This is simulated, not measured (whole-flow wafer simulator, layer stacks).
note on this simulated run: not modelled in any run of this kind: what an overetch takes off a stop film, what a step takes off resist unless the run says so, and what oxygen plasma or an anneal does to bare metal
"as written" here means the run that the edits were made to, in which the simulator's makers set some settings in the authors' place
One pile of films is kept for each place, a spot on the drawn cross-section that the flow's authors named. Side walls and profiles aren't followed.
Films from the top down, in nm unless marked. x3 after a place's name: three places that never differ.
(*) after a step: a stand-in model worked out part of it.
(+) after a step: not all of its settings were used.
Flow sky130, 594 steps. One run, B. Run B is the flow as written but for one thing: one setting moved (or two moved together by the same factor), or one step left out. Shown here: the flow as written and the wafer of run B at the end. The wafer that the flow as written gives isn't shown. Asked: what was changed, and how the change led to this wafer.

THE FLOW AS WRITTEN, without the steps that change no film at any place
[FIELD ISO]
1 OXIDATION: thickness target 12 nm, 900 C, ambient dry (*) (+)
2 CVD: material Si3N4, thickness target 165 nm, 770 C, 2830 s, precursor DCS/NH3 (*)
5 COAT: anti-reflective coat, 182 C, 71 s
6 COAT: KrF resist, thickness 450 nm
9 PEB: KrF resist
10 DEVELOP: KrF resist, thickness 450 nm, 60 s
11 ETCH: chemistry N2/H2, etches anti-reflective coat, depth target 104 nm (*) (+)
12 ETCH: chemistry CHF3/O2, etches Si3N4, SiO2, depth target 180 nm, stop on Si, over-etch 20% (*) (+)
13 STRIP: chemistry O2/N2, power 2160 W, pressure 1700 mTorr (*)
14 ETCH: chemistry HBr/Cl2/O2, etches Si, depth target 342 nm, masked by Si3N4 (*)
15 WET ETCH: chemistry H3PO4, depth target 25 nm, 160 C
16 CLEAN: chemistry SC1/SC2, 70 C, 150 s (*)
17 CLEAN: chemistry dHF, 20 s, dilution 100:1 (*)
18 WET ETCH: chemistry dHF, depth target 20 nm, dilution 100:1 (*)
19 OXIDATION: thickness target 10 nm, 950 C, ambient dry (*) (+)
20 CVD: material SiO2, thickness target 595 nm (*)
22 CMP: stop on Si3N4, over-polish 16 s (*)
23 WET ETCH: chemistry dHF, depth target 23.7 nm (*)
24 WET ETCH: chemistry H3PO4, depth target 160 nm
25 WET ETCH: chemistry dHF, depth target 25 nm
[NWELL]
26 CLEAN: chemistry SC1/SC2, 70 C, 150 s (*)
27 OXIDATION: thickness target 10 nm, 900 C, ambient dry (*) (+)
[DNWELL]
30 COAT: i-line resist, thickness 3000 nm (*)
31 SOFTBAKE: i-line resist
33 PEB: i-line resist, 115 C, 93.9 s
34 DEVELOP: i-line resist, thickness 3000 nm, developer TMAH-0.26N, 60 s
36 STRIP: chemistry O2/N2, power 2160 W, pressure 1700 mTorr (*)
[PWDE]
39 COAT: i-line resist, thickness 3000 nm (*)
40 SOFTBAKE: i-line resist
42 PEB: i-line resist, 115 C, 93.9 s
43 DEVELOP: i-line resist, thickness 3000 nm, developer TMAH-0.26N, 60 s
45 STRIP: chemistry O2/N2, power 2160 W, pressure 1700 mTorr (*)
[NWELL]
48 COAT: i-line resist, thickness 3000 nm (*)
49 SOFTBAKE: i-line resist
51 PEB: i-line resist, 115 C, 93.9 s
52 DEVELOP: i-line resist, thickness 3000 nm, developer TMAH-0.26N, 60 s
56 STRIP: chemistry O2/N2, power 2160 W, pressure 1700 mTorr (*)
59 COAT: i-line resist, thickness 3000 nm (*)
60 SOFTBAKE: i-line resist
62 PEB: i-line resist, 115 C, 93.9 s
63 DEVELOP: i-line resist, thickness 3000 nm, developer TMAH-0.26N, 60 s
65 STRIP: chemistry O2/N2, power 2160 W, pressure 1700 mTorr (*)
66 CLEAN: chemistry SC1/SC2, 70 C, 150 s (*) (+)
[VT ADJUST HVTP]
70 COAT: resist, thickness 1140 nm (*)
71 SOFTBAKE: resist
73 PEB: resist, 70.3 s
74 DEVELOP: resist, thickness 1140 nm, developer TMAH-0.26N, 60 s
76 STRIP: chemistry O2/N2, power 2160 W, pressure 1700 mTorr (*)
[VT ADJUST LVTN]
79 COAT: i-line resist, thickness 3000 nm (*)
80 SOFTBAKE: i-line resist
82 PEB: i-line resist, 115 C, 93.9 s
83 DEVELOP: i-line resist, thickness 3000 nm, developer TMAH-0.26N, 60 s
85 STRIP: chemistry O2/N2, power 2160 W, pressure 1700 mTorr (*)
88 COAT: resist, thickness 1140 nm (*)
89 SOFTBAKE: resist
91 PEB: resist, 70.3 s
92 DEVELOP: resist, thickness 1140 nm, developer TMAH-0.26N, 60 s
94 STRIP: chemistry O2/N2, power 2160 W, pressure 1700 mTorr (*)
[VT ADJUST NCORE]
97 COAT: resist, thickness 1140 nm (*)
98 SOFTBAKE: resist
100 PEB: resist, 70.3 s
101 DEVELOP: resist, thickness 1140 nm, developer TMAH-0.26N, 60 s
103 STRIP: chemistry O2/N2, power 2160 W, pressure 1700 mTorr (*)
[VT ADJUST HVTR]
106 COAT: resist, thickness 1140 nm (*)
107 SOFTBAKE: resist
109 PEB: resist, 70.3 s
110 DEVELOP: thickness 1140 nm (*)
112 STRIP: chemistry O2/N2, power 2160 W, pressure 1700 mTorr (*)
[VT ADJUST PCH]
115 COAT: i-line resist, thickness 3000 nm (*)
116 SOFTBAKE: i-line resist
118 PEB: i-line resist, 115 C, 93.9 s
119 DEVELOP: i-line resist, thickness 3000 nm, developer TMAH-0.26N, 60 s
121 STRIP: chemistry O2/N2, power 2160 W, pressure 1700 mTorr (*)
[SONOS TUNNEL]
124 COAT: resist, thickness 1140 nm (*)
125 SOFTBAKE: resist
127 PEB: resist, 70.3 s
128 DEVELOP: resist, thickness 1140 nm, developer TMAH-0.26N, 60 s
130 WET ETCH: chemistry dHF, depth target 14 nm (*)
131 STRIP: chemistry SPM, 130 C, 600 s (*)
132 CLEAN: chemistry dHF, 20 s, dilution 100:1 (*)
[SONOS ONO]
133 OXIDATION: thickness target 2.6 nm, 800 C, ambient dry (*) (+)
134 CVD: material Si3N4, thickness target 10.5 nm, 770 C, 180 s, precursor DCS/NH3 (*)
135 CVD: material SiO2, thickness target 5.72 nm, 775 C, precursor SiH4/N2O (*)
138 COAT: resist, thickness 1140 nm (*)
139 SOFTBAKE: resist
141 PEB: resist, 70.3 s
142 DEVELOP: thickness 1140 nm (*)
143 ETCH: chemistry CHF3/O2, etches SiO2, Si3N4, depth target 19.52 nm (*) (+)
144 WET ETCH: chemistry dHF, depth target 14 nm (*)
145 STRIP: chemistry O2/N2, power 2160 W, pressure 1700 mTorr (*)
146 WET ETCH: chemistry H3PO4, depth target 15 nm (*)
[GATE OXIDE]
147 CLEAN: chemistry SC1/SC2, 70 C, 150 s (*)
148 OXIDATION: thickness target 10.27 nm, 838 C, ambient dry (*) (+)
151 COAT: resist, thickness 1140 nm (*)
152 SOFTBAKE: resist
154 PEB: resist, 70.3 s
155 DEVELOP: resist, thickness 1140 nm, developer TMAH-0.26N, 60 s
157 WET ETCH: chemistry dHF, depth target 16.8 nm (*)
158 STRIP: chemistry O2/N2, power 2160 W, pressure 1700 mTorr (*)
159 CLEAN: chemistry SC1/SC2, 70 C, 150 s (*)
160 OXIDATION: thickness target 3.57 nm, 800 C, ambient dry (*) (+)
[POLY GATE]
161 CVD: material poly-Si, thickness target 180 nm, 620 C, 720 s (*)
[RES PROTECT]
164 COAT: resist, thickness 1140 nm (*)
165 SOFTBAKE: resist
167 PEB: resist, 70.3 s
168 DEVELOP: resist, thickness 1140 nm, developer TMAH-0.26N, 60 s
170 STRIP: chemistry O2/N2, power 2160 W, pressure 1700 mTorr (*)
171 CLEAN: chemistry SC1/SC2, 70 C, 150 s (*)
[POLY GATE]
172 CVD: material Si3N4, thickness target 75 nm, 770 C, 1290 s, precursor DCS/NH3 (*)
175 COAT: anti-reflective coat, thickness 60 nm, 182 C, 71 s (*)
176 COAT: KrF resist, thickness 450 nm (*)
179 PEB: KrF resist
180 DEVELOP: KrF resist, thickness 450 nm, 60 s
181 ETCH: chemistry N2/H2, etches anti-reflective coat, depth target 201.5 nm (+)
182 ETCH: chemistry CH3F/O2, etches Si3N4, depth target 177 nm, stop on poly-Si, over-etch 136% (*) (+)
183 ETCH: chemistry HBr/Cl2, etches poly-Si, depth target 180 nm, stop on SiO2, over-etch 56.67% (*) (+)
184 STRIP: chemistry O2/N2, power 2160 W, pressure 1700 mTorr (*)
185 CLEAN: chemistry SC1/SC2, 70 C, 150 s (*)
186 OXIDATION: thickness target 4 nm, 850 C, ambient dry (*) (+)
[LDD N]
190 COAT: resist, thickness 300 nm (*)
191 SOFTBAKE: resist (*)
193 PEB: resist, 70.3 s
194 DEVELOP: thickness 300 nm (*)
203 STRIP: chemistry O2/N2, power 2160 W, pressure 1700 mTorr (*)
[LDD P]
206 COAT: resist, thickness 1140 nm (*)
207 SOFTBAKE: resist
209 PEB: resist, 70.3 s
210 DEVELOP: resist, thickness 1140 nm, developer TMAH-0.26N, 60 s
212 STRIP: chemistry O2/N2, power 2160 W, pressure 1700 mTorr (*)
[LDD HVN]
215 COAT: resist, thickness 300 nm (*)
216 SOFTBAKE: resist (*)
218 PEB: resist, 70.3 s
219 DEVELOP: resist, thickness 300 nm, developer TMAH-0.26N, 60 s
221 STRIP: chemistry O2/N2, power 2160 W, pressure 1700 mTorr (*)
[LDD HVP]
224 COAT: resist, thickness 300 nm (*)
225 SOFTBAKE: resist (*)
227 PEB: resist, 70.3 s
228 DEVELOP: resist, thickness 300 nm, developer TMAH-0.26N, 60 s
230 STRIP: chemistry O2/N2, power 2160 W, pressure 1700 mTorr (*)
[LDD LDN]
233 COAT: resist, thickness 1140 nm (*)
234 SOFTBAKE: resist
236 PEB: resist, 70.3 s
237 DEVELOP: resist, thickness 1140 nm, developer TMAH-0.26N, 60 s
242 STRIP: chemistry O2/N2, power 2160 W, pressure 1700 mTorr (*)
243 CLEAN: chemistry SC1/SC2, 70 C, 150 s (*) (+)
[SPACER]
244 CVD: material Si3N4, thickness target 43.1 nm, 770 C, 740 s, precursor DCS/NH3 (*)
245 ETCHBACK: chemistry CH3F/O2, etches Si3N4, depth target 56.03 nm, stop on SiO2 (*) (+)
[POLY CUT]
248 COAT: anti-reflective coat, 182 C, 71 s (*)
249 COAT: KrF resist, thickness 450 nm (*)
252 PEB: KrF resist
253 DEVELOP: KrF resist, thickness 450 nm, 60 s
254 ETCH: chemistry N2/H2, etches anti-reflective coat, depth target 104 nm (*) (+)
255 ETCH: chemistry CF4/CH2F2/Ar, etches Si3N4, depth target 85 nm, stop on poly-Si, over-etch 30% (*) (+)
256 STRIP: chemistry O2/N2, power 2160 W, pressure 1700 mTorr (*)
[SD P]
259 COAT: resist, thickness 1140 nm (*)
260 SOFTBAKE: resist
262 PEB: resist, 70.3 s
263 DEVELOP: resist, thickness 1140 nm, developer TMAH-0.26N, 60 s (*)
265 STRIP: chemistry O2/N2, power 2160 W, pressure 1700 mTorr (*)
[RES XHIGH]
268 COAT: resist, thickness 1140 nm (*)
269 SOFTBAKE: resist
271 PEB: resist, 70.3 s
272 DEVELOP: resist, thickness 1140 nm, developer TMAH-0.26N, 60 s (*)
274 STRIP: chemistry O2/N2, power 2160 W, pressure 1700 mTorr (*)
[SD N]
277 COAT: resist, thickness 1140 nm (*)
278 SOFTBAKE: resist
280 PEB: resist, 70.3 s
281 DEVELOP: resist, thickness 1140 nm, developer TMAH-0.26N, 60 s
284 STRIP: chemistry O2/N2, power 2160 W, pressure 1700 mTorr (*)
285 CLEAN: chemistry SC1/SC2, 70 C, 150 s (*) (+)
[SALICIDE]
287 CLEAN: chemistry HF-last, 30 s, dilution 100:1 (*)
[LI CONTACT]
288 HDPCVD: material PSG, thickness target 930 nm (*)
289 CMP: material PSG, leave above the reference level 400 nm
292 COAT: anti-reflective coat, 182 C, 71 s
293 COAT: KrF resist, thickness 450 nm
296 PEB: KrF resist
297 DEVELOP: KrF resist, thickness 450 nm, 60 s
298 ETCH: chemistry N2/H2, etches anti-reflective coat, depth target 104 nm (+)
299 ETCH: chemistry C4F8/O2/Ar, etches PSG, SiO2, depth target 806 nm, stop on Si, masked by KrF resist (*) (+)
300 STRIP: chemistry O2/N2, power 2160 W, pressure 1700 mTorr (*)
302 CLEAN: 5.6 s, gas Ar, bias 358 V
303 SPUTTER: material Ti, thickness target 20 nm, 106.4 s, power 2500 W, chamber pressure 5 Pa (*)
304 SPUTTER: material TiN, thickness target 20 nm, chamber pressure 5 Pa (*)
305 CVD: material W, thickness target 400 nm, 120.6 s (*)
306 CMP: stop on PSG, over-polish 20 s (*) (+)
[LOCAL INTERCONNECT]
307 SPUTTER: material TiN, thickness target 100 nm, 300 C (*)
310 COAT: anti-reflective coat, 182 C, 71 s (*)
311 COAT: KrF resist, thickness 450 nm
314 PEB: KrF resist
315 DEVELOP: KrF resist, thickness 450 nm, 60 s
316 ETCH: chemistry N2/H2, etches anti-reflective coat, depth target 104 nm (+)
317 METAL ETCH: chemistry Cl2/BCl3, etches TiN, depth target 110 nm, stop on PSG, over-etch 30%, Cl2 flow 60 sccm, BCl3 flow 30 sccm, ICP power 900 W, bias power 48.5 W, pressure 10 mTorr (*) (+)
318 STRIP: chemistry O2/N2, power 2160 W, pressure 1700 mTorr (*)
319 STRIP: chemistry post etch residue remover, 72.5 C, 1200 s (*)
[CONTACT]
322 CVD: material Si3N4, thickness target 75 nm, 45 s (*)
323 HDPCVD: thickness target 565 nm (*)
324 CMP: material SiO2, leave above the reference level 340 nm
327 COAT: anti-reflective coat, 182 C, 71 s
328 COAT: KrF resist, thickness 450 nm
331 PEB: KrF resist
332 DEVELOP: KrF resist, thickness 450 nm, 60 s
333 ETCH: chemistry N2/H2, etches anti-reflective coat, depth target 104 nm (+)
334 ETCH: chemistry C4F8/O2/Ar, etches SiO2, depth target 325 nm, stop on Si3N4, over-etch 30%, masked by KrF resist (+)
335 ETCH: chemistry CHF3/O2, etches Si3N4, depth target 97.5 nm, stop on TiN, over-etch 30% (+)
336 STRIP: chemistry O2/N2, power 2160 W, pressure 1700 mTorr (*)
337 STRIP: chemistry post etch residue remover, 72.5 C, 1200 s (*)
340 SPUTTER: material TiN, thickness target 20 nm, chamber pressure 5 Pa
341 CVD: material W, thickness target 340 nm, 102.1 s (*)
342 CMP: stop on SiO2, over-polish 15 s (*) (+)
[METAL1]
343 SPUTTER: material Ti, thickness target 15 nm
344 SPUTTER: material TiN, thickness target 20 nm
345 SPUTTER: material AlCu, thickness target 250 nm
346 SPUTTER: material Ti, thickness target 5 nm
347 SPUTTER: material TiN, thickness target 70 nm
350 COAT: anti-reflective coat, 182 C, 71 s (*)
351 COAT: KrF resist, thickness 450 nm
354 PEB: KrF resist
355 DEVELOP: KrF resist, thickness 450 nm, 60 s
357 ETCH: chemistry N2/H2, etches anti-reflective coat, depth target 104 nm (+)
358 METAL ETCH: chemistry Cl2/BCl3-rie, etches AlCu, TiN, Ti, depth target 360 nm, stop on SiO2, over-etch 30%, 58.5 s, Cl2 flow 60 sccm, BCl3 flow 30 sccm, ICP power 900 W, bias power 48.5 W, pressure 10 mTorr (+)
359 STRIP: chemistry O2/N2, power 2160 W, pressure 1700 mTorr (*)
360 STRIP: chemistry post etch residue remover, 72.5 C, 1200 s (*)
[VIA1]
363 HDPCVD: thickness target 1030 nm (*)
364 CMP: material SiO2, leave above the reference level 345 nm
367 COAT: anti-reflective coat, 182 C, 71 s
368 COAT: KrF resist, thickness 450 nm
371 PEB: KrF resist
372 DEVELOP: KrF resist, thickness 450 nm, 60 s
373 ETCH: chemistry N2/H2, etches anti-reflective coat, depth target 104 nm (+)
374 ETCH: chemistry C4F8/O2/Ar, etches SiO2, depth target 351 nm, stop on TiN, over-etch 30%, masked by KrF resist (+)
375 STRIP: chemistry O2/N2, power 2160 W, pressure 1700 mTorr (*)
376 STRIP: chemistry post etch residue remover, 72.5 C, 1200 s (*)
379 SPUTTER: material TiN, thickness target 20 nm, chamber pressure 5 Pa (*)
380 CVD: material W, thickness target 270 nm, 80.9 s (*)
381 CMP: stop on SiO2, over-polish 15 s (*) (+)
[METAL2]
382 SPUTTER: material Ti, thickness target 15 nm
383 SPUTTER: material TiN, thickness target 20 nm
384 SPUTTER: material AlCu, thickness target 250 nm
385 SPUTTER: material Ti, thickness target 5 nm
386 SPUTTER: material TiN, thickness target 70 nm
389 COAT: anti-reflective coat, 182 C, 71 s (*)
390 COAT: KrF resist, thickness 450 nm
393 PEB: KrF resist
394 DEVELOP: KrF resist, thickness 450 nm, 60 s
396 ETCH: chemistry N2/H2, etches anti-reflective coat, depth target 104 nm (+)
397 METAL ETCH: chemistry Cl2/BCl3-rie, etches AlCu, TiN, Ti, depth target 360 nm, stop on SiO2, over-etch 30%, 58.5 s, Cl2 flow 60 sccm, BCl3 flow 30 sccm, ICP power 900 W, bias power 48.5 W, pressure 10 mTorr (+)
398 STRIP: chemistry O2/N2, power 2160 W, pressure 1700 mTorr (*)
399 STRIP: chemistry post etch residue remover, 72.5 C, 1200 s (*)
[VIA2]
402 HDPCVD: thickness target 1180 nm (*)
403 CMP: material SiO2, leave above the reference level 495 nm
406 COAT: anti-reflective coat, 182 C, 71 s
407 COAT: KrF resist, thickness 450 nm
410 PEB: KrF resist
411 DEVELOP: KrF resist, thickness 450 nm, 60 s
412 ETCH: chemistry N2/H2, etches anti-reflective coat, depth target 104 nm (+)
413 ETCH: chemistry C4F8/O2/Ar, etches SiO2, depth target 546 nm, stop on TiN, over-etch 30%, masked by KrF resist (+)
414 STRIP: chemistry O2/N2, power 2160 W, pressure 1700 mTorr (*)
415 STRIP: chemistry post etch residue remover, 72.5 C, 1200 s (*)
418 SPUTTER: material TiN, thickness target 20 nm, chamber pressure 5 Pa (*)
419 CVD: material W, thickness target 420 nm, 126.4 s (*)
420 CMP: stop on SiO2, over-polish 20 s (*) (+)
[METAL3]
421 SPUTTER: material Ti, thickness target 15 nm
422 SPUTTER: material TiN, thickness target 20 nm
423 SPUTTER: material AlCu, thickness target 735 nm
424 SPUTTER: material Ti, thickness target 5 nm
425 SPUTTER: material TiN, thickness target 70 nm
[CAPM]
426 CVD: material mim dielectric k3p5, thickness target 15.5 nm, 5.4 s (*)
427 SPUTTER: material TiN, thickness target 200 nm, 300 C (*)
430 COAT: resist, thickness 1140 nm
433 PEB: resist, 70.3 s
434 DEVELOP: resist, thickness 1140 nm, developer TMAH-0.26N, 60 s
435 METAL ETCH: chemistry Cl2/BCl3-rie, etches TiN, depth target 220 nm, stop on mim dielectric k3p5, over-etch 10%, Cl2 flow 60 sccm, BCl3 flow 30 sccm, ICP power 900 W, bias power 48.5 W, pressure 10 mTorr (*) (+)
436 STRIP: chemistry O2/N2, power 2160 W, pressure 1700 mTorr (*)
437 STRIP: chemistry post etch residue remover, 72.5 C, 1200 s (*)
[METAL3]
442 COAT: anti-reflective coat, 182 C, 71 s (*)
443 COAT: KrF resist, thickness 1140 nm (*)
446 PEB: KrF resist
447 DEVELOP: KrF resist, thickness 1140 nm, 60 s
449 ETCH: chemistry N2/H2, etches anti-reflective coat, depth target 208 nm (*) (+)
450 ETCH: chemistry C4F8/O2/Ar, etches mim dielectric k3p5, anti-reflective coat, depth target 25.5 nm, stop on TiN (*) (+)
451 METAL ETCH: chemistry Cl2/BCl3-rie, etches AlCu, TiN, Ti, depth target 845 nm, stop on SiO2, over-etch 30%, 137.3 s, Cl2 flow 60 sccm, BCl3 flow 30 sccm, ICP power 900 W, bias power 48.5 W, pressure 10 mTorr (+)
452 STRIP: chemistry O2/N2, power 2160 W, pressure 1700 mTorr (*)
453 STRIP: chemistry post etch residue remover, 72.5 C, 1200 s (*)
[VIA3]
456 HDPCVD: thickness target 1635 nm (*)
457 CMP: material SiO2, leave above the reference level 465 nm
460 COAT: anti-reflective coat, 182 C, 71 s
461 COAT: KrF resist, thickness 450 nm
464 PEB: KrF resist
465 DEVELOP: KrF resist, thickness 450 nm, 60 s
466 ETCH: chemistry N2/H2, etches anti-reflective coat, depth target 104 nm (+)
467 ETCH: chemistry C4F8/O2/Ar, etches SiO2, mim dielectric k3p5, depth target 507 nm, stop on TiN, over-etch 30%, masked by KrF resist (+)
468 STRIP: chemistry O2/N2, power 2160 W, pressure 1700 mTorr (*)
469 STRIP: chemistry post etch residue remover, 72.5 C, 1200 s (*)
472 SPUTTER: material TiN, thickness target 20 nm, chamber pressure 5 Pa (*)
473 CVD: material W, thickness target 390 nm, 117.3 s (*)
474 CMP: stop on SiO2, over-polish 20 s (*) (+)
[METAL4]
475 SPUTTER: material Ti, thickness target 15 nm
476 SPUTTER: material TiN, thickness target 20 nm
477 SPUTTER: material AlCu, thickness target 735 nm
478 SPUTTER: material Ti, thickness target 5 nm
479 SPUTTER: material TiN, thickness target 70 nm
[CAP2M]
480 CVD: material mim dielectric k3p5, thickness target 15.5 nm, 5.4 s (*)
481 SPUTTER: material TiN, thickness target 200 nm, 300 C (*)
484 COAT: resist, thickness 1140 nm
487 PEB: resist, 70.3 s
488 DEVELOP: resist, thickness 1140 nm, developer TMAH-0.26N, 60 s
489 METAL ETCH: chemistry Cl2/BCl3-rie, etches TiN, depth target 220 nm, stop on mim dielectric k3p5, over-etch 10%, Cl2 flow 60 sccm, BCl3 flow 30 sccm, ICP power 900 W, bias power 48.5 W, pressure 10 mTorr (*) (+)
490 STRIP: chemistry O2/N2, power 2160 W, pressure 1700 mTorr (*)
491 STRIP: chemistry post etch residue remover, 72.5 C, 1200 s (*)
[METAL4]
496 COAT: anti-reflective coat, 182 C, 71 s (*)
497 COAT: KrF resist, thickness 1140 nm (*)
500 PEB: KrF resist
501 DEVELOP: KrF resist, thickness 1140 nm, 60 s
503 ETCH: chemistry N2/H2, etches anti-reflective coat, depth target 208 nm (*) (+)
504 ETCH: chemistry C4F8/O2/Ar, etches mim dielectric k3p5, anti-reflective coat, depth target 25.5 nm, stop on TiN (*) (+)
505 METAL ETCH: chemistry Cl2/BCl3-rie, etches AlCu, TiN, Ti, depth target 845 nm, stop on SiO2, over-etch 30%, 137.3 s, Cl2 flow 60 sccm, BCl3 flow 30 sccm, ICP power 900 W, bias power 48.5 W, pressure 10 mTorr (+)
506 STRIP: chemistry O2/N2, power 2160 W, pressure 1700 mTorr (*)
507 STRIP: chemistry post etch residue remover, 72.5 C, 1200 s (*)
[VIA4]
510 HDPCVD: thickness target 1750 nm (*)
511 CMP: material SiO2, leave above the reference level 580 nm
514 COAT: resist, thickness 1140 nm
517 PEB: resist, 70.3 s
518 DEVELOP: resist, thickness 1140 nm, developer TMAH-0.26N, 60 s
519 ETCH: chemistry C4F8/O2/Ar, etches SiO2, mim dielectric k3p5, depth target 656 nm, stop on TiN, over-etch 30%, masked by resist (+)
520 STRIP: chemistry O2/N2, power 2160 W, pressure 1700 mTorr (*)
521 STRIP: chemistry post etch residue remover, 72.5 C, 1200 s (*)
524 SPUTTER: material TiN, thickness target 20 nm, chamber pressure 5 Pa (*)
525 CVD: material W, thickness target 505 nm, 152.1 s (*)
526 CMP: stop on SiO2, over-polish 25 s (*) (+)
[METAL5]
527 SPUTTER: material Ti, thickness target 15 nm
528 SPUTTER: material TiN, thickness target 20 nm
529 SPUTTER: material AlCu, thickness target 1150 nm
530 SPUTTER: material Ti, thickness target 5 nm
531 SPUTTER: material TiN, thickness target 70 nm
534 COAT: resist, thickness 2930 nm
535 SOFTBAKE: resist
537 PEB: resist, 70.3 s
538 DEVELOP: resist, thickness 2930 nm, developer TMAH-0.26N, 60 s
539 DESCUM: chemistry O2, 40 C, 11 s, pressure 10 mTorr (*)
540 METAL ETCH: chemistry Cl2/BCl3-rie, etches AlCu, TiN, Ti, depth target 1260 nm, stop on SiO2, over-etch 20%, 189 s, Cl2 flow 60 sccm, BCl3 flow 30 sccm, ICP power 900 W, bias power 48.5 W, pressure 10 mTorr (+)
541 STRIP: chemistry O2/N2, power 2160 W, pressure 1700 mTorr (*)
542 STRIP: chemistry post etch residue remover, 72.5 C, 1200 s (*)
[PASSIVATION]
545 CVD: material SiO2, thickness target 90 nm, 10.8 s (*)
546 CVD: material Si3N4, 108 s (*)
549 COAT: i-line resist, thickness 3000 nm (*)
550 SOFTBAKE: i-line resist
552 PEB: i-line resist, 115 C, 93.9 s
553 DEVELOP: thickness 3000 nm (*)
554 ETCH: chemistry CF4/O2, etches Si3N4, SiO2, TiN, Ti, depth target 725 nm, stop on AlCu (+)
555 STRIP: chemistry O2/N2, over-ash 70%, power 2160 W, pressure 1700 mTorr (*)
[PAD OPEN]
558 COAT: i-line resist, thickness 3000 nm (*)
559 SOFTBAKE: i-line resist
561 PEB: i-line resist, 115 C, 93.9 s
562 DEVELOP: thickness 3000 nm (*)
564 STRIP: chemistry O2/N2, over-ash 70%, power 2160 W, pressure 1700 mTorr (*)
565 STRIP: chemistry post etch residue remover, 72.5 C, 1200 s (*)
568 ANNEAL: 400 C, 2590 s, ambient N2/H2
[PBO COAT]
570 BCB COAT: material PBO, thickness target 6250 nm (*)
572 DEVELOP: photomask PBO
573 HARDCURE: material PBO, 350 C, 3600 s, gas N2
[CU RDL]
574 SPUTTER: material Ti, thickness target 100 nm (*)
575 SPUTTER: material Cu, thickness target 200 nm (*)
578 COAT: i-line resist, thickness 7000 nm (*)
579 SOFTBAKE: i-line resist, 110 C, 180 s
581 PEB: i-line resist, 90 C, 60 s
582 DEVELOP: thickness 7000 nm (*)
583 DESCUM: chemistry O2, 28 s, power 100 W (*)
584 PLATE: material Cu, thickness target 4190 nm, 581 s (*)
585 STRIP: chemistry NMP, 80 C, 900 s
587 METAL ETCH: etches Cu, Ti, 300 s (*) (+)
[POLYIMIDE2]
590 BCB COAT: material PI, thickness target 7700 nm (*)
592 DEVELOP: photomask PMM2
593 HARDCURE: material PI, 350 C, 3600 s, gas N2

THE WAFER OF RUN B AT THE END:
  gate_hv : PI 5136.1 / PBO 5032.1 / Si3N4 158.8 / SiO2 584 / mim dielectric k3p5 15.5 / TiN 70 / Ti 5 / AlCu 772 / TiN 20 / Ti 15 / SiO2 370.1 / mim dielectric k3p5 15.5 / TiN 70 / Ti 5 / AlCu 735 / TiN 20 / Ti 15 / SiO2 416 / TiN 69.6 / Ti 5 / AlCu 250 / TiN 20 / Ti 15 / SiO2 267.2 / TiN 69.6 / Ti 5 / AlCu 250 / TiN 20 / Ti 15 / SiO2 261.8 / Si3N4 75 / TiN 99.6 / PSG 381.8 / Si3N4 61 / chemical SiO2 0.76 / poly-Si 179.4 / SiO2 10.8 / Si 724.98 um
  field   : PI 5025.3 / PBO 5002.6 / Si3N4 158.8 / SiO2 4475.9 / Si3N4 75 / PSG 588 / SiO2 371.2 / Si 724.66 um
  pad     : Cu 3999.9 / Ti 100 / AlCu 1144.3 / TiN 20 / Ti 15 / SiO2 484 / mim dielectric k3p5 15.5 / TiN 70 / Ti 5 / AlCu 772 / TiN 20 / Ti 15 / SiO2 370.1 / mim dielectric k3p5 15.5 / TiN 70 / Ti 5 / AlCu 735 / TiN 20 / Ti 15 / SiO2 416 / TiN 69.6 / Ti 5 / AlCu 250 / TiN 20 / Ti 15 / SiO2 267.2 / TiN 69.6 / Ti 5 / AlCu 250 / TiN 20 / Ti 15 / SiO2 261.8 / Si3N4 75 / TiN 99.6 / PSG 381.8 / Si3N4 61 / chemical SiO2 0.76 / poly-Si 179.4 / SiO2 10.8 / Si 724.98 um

The cause: step 477, SPUTTER: thickness target 772 nm was run, where the flow has thickness target 735 nm.
It can be read off the wafer: gate_hv has AlCu 772, and step 477 as written asks for 735 nm.

How the change led to this, step by step:
  477 SPUTTER: material AlCu, thickness target 735 nm
      field, active, n_well and 189 more: AlCu +772 (new film) (as written it would be: AlCu +735 (new film))
  505 METAL ETCH: chemistry Cl2/BCl3-rie, etches AlCu, TiN, Ti, depth target 845 nm, stop on SiO2, over-etch 30%, 137.3 s, Cl2 flow 60 sccm, BCl3 flow 30 sccm, ICP power 900 W, bias power 48.5 W, pressure 10 mTorr (+)
      field, gate, spacer and 64 more: TiN -70 (all of it), Ti -5 (all of it), AlCu -772 (all of it), TiN -20 (all of it), Ti -15 (all of it), SiO2 -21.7 (as written it would be: TiN -70 (all of it), Ti -5 (all of it), AlCu -735 (all of it), TiN -20 (all of it), Ti -15 (all of it), SiO2 -25.4)
      vpp_iso1, m1_ln, rpo_hd and 6 more: TiN -70 (all of it), Ti -5 (all of it), AlCu -772 (all of it), TiN -20 (all of it), Ti -15 (all of it), SiO2 -21.6 (as written it would be: TiN -70 (all of it), Ti -5 (all of it), AlCu -735 (all of it), TiN -20 (all of it), Ti -15 (all of it), SiO2 -25.3)
      (and at 12 more places)
  511 CMP: material SiO2, leave above the reference level 580 nm
      field, gate, spacer and 71 more: SiO2 -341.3 (as written it would be: SiO2 -374.7)
      active, via2_hole, sonos_guard_hv, iso_guard_nw, rxpo_ln, rpm_encl_urpm: SiO2 -341.4 (as written it would be: SiO2 -374.7)
      (and at 8 more places)
